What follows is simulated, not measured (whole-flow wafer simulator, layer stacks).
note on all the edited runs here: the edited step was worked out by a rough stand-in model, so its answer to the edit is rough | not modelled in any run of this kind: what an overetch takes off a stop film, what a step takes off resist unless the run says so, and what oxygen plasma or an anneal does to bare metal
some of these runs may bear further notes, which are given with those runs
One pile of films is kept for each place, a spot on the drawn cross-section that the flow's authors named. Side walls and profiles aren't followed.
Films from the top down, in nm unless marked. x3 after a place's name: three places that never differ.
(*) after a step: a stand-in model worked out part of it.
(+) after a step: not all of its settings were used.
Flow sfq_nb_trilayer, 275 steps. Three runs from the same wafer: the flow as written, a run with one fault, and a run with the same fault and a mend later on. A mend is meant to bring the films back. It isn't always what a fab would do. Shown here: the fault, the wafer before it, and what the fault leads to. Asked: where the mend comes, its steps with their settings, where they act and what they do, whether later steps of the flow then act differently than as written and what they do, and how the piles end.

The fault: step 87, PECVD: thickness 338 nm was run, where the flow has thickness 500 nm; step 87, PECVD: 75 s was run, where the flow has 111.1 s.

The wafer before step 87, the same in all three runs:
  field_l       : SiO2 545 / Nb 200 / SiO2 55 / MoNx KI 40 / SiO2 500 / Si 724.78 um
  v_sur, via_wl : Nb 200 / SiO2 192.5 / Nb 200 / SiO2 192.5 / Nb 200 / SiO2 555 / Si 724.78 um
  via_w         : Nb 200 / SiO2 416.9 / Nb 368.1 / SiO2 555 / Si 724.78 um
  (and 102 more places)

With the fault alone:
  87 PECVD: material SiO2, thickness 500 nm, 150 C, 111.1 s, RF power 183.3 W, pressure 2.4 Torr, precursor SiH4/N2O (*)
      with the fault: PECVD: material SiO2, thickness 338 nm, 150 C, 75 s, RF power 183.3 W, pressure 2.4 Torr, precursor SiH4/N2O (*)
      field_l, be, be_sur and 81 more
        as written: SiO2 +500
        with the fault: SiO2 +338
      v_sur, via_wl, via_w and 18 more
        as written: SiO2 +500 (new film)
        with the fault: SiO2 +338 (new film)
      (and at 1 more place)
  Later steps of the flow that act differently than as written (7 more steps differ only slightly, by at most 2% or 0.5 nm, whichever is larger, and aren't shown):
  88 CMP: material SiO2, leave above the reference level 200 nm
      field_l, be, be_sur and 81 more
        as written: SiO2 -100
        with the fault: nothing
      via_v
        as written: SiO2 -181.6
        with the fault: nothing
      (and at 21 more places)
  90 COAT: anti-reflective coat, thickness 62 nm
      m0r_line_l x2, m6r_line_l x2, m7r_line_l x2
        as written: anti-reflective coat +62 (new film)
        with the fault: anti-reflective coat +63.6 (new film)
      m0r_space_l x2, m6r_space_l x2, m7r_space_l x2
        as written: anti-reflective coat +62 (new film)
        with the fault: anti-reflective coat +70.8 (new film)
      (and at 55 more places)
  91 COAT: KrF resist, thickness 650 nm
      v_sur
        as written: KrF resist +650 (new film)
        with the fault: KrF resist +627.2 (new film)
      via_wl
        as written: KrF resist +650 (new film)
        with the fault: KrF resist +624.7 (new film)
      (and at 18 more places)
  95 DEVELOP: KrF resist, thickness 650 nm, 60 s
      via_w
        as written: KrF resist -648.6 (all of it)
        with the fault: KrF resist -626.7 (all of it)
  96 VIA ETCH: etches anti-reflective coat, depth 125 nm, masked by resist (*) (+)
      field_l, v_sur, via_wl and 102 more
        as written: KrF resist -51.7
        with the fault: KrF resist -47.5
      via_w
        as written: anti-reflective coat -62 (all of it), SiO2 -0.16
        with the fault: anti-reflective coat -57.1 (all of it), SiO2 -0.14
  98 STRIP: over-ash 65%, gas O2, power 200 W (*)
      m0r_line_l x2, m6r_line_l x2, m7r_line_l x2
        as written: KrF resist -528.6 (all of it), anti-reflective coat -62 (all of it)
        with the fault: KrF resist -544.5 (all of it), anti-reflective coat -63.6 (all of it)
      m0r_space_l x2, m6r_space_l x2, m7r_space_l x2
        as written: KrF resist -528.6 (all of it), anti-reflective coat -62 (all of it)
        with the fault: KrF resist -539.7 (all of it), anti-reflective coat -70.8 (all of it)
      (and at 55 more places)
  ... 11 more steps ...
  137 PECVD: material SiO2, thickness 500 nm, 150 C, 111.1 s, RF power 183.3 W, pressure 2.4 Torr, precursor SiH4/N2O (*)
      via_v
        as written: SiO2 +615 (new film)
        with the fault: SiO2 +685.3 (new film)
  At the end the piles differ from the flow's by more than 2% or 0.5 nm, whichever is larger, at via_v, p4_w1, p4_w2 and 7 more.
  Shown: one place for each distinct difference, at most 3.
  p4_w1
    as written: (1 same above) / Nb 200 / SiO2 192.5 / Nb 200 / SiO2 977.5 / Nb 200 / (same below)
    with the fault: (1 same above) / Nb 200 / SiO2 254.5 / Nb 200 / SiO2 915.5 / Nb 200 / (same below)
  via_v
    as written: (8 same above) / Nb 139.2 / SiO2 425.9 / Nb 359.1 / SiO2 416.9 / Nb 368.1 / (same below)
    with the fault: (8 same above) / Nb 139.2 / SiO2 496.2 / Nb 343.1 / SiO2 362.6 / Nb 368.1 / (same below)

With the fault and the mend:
  The mend comes after step 87.
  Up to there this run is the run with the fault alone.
  87a PECVD: material SiO2, thickness 162 nm, 150 C, 36 s, RF power 183.3 W, pressure 2.4 Torr, precursor SiH4/N2O (the flow's step 87 once more, with other settings)
      field_l, v_sur, via_wl and 102 more
        SiO2 +162
      via_v
        SiO2 +152.2
  Later steps of the flow that act differently than as written:
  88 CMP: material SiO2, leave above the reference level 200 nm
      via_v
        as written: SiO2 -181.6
        with the mend: SiO2 -97.9
  At the end the piles are the same as the flow's at every place that both follow.
